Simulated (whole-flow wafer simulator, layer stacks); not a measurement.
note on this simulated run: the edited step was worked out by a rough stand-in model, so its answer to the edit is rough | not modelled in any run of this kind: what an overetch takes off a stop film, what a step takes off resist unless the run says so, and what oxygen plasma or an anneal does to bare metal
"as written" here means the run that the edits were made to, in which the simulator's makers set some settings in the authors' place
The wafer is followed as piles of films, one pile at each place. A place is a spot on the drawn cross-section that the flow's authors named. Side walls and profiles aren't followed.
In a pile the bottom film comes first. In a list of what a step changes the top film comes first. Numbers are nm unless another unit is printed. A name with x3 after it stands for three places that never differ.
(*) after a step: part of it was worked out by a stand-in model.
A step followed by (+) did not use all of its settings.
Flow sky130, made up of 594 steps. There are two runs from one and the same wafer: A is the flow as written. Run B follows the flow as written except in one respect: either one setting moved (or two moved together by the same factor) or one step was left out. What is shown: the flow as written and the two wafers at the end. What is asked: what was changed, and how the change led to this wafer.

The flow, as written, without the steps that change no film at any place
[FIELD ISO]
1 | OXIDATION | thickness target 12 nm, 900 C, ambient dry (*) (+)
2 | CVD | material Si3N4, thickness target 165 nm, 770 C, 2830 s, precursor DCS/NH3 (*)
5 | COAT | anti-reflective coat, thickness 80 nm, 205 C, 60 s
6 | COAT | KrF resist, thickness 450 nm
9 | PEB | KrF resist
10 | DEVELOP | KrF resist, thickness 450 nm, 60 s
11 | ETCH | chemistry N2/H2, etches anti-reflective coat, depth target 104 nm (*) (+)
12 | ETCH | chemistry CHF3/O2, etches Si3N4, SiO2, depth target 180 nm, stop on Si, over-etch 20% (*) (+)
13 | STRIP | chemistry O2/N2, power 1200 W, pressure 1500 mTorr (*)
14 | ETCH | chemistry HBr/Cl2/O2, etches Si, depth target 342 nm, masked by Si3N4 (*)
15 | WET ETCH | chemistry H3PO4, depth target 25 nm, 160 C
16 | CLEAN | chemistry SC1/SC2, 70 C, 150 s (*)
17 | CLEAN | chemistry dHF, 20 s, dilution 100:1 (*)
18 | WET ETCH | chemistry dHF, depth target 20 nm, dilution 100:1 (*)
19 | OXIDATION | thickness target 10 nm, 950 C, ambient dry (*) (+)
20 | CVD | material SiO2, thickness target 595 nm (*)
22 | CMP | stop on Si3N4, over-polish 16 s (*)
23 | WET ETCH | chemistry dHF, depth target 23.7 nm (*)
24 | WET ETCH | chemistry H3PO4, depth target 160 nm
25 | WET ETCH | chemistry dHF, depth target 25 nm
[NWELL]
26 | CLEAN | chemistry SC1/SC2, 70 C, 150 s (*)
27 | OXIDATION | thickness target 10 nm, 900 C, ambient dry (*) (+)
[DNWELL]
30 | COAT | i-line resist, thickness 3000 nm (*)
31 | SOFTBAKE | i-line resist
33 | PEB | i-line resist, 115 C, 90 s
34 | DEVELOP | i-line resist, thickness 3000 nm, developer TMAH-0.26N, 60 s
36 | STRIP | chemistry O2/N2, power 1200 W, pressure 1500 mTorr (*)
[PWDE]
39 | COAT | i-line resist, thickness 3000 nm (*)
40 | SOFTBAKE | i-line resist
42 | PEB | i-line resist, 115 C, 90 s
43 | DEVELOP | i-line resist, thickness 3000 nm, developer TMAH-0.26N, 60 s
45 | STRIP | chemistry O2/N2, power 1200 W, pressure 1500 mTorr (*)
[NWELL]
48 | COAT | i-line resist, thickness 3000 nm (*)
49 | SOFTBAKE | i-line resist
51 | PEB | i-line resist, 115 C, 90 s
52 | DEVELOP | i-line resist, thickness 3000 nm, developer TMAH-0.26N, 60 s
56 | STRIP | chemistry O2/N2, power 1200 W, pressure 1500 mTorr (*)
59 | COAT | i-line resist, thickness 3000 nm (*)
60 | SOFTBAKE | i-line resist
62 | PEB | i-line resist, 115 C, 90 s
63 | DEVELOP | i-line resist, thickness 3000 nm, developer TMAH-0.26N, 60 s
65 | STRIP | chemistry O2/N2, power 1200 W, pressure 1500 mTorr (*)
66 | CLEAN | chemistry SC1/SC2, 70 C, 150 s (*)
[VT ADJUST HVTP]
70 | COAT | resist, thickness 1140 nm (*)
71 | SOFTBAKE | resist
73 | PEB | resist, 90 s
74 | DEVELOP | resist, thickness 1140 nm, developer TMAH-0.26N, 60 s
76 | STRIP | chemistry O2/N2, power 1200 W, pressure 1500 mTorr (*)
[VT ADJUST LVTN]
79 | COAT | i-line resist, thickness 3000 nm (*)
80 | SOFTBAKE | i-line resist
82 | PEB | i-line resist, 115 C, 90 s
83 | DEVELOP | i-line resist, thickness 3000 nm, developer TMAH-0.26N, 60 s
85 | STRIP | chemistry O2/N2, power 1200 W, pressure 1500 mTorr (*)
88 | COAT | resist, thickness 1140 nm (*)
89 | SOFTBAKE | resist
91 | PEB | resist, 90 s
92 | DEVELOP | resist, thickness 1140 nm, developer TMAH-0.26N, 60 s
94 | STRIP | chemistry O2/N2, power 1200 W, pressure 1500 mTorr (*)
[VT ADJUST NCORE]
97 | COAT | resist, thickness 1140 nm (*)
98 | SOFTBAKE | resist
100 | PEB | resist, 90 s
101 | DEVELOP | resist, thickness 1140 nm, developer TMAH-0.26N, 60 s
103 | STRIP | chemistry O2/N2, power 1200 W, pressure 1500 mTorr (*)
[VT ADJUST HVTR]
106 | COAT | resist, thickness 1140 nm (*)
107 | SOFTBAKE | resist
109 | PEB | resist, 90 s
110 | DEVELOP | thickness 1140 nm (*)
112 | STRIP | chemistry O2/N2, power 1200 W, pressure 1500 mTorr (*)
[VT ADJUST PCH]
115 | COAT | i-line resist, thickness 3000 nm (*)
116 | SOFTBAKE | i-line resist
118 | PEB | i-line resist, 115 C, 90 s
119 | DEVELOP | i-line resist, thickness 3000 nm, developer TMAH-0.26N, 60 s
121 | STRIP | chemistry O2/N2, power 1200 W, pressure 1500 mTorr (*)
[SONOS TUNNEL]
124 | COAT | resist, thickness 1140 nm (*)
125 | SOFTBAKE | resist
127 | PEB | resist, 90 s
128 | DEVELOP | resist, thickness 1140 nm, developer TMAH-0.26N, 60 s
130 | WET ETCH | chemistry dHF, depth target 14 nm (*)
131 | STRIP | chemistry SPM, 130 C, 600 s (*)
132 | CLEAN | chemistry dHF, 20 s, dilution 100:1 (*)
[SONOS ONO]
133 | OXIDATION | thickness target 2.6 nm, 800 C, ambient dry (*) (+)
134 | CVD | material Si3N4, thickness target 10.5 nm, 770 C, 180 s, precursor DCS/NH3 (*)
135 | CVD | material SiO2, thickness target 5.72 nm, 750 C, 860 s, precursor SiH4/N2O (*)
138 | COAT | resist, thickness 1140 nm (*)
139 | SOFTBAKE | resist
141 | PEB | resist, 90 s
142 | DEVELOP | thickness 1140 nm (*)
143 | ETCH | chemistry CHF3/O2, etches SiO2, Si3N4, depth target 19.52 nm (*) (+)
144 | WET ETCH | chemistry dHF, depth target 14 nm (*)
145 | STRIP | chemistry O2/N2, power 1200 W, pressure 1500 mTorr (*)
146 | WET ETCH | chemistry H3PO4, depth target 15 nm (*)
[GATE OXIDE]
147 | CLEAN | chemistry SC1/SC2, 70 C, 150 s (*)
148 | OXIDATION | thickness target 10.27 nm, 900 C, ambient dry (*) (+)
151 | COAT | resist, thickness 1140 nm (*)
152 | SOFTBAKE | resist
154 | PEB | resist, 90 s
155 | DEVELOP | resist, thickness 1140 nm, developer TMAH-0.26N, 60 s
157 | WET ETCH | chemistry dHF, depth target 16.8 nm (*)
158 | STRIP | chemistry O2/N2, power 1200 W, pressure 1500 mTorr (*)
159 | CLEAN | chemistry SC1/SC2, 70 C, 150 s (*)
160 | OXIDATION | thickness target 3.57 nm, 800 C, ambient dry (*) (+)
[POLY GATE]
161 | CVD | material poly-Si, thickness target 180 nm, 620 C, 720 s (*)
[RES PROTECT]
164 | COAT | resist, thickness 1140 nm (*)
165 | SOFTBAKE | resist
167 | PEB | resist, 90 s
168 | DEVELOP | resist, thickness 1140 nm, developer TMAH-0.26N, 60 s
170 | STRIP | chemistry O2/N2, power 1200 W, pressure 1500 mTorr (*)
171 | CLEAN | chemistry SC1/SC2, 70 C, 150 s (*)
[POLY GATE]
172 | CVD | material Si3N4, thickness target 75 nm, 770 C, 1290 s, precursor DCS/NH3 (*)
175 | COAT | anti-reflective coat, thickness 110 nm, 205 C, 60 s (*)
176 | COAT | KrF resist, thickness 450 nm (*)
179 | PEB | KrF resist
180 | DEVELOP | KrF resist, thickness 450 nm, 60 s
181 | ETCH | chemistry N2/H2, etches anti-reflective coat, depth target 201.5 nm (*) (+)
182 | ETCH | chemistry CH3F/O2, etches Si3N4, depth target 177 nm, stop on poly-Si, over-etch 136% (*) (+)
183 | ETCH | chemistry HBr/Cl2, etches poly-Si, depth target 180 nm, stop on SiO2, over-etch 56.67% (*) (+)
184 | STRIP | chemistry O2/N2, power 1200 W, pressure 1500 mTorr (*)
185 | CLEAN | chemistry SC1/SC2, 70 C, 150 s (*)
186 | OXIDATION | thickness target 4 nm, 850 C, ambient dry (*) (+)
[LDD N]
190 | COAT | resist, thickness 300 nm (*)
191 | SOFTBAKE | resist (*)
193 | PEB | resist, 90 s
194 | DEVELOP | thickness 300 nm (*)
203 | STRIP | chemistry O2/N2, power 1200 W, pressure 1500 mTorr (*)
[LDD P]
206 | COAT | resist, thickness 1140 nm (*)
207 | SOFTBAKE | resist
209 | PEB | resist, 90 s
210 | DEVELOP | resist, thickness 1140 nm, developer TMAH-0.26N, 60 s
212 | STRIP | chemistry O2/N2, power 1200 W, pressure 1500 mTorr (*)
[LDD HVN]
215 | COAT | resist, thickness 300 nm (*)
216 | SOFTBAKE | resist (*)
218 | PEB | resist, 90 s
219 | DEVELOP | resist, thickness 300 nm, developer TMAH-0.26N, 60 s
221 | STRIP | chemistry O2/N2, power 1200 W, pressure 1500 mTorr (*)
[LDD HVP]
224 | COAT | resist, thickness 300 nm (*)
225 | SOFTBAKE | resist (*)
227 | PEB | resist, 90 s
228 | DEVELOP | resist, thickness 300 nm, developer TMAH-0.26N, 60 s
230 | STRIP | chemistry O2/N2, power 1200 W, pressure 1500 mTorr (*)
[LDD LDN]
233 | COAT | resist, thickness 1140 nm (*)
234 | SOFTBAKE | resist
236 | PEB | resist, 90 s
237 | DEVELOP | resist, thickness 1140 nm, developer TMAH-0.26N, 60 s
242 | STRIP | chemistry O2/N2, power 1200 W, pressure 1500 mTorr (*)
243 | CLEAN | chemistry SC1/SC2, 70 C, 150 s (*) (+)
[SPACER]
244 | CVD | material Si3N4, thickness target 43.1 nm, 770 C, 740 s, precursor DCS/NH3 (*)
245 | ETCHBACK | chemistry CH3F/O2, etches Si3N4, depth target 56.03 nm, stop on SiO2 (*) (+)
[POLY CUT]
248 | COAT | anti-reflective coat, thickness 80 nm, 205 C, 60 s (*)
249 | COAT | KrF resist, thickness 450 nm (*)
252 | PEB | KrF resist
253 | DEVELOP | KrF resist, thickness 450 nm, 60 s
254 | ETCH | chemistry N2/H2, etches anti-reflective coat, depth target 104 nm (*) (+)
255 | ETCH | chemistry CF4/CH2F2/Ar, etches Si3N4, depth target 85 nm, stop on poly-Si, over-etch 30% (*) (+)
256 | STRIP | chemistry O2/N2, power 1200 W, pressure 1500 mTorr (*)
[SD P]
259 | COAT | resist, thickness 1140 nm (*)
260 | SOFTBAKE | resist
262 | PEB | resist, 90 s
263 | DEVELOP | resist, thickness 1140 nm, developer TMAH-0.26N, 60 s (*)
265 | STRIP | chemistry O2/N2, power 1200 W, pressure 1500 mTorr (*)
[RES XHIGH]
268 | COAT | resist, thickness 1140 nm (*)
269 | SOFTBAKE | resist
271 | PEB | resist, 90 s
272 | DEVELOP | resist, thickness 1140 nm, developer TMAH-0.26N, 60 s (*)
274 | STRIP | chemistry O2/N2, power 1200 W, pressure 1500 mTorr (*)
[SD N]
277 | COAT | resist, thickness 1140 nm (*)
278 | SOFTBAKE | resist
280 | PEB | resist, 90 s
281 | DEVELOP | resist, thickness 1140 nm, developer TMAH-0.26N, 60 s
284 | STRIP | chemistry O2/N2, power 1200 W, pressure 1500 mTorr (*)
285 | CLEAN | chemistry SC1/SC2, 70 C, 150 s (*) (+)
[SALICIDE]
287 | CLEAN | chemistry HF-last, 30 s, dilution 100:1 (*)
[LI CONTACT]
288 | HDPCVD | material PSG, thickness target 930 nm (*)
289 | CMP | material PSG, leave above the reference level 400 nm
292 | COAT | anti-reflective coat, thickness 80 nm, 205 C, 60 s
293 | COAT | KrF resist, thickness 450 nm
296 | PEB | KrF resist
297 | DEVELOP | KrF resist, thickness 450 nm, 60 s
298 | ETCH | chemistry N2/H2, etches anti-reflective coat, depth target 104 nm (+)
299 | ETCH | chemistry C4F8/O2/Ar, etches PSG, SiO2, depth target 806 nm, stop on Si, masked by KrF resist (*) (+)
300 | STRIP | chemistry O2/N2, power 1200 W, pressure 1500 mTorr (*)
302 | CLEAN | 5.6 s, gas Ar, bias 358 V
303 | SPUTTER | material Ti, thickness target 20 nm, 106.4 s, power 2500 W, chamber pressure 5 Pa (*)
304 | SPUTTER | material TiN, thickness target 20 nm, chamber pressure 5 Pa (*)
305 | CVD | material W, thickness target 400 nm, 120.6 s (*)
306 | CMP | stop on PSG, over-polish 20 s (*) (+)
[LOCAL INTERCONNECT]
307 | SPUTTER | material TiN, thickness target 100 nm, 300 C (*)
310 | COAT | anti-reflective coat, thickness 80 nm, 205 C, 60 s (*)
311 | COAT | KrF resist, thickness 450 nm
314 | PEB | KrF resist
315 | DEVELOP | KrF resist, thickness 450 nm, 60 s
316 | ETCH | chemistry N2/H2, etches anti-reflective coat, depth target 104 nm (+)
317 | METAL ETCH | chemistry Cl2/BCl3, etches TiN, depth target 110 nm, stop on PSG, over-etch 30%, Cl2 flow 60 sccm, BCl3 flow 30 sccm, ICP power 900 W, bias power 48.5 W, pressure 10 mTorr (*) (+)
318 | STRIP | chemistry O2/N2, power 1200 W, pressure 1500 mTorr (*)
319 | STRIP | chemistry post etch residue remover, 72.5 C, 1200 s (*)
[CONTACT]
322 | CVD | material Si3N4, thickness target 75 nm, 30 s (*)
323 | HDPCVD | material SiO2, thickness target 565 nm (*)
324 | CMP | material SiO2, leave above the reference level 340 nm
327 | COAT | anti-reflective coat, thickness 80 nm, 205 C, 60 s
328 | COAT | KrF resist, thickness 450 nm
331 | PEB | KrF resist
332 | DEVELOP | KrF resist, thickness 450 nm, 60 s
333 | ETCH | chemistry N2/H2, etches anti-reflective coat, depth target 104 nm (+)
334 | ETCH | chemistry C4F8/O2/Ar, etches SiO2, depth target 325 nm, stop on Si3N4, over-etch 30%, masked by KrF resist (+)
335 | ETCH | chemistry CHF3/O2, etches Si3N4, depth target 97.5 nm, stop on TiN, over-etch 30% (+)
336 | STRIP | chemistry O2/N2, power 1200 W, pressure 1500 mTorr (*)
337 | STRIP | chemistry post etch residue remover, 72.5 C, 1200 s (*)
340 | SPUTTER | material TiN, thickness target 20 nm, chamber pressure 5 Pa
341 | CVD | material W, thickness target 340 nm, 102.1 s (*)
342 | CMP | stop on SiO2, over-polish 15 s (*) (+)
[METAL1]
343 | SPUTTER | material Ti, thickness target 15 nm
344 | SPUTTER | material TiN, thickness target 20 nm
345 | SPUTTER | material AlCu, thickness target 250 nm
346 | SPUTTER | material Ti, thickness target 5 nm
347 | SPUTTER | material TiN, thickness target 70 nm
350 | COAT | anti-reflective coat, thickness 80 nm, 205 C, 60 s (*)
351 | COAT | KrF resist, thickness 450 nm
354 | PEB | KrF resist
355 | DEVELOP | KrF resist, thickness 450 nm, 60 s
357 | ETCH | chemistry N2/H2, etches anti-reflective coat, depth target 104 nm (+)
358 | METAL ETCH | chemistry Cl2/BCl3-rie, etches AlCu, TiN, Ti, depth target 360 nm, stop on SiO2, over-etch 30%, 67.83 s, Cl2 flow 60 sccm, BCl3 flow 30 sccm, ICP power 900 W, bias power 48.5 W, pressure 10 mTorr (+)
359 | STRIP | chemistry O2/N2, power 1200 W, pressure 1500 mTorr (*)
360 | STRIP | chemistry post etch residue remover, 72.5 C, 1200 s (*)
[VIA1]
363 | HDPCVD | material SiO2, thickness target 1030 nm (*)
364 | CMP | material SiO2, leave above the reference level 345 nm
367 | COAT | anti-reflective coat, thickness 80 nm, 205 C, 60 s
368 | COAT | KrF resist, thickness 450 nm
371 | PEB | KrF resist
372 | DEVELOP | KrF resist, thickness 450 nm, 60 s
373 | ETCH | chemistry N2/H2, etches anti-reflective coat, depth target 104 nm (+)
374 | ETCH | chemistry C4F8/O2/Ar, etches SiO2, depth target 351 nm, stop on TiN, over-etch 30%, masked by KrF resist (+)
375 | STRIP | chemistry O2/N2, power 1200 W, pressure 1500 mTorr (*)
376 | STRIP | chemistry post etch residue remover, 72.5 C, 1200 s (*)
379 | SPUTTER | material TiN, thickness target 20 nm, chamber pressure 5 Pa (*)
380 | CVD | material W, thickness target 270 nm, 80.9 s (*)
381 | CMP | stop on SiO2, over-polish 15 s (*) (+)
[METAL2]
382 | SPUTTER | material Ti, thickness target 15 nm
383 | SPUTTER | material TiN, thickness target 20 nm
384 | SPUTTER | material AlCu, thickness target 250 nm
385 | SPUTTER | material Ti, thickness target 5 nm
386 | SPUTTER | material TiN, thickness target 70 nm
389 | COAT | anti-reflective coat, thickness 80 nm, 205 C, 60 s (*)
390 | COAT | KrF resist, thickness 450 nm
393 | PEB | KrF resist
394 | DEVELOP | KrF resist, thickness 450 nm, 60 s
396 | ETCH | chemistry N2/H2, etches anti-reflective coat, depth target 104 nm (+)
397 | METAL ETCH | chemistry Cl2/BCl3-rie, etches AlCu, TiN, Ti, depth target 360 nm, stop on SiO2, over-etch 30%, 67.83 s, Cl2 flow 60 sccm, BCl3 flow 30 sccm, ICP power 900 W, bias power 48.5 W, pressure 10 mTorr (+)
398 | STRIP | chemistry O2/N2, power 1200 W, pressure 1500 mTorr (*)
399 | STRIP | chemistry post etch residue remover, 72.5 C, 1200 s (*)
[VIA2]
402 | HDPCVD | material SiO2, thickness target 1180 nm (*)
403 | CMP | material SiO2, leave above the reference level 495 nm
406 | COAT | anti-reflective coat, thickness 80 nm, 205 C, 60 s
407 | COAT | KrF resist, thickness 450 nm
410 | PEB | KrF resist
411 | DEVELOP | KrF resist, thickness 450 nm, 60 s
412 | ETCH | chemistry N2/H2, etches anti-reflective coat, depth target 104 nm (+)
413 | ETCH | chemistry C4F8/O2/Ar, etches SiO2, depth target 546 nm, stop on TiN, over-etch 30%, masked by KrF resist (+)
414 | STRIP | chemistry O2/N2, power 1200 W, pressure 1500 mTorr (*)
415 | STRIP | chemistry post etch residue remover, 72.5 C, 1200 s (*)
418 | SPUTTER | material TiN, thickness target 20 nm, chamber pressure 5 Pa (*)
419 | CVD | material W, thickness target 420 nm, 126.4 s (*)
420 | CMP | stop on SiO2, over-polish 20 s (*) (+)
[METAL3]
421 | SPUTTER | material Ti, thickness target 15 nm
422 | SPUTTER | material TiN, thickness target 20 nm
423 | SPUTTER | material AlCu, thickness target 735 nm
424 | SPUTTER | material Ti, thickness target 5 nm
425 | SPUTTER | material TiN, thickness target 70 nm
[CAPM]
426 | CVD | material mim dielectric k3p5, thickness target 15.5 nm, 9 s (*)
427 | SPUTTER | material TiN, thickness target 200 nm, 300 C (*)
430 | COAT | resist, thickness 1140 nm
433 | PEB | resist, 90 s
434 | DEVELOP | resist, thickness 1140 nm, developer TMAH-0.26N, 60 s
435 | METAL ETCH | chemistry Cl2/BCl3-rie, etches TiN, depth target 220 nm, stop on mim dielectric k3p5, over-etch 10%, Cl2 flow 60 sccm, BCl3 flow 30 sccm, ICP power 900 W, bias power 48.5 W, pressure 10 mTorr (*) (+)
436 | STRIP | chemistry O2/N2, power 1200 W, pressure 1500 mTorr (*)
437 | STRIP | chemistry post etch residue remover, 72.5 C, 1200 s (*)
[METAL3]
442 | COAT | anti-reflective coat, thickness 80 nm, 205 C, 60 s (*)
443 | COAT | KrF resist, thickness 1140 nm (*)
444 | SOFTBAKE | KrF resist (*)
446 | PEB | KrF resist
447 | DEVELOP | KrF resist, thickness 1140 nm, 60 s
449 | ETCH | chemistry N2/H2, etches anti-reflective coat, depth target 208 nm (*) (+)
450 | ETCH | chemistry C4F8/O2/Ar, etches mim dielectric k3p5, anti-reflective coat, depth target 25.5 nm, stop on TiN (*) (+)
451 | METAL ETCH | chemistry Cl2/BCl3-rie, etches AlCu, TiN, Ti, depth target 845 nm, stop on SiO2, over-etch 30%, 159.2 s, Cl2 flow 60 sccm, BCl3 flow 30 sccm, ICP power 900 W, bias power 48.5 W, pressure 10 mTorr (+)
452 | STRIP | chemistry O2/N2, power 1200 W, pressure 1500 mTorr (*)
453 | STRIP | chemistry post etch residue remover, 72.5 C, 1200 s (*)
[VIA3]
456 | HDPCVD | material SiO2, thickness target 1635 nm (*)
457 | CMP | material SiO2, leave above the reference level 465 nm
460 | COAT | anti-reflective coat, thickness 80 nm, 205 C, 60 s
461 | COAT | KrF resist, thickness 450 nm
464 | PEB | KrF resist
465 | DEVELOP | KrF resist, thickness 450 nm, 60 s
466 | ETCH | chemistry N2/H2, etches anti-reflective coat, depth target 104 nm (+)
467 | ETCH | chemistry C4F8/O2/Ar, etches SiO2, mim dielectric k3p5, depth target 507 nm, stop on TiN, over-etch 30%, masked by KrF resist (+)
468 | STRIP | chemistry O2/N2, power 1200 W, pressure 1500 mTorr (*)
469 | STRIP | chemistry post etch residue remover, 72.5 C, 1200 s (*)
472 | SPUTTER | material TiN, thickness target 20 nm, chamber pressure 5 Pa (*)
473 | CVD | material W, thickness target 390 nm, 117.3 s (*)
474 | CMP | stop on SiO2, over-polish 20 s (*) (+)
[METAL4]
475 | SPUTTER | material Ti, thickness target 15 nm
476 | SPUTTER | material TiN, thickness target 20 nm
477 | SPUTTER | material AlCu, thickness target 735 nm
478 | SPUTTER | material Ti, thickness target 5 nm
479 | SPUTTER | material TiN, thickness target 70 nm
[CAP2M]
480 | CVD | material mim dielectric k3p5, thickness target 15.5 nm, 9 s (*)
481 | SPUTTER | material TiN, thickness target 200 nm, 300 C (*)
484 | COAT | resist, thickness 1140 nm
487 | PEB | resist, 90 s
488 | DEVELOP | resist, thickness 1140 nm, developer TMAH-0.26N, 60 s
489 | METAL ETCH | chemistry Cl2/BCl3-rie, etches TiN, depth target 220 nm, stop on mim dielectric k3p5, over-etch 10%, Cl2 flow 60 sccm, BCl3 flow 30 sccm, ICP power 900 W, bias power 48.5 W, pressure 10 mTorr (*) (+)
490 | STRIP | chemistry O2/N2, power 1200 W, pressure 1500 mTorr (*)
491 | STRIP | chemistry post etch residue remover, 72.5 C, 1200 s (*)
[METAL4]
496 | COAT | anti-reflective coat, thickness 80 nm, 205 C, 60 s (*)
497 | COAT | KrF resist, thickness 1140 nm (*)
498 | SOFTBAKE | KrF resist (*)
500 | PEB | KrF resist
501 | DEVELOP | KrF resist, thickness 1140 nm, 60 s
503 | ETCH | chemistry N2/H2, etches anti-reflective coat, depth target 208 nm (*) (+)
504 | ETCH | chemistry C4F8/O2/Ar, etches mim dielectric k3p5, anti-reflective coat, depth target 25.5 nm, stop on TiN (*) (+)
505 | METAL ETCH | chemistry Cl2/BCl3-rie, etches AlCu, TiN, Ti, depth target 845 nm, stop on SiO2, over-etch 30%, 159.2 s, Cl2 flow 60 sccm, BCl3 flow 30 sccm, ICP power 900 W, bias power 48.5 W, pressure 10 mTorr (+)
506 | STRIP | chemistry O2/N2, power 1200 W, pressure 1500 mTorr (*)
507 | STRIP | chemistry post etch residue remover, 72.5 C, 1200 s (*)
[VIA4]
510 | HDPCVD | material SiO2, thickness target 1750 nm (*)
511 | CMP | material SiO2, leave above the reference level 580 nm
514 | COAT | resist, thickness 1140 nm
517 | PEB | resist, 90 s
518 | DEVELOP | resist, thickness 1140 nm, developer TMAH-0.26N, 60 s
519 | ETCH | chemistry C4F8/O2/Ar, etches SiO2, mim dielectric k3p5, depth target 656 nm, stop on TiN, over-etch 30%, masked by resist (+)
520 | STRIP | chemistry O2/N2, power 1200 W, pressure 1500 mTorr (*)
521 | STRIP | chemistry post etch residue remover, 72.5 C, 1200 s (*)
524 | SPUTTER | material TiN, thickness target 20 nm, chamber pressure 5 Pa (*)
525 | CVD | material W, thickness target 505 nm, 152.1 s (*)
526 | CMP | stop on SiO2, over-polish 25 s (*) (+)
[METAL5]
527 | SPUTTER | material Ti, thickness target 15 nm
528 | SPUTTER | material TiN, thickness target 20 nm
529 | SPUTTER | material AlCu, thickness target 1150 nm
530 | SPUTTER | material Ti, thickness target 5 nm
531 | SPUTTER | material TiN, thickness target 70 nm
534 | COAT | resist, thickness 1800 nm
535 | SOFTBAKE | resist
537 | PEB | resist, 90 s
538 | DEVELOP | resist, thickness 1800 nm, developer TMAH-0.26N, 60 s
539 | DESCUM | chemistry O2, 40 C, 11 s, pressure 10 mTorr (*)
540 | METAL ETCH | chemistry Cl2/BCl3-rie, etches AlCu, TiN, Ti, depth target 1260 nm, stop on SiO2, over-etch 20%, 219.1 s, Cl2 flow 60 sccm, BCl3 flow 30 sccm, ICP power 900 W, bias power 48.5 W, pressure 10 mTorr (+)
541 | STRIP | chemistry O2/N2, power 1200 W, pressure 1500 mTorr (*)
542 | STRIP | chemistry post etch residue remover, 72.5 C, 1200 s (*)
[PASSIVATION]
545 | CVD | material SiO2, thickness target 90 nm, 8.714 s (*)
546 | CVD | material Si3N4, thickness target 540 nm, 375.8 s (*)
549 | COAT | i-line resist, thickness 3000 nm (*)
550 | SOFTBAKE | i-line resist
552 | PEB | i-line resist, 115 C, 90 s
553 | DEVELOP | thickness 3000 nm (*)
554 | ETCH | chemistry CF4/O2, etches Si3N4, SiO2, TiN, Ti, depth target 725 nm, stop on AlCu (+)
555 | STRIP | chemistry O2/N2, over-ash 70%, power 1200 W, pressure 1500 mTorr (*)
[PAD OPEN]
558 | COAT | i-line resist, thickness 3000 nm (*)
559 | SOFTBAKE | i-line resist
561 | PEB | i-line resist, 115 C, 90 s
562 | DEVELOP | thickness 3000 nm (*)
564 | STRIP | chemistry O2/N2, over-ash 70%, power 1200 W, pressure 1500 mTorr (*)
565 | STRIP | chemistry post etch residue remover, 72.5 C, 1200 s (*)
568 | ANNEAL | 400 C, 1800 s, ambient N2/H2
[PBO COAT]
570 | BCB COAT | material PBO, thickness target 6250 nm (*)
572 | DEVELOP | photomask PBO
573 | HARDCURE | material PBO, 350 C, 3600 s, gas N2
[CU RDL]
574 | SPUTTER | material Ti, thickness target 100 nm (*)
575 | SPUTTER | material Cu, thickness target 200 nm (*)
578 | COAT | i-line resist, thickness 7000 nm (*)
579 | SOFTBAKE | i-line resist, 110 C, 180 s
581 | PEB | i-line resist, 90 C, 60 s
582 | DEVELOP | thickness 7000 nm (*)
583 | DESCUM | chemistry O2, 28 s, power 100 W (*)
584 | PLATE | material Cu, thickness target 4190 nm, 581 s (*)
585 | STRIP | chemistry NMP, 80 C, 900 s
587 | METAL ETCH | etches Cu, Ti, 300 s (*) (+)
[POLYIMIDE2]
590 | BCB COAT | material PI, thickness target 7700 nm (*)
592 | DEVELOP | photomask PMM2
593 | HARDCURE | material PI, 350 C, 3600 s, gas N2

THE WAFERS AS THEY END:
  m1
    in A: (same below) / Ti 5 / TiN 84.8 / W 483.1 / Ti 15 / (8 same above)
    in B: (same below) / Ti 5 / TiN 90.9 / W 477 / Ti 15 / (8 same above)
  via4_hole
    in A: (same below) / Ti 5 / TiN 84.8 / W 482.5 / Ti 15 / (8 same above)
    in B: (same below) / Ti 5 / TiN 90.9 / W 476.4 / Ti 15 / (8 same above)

Cause: step 524, SPUTTER: thickness target 28 nm was run, whereas the flow has thickness target 20 nm.

The path from the change to this, step by step:
  524 | SPUTTER | material TiN, thickness target 20 nm, chamber pressure 5 Pa (*)
      field, active, n_well and 188 more: A +20 TiN (new film) | B +28 TiN (new film)
      m1, via4_hole: A +15.3 TiN | B +21.4 TiN
  526 | CMP | stop on SiO2, over-polish 25 s (*) (+)
      field, active, n_well and 188 more: A -505 W (all of it), -20 TiN (all of it), -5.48 SiO2 | B -505 W (all of it), -28 TiN (all of it), -5.48 SiO2
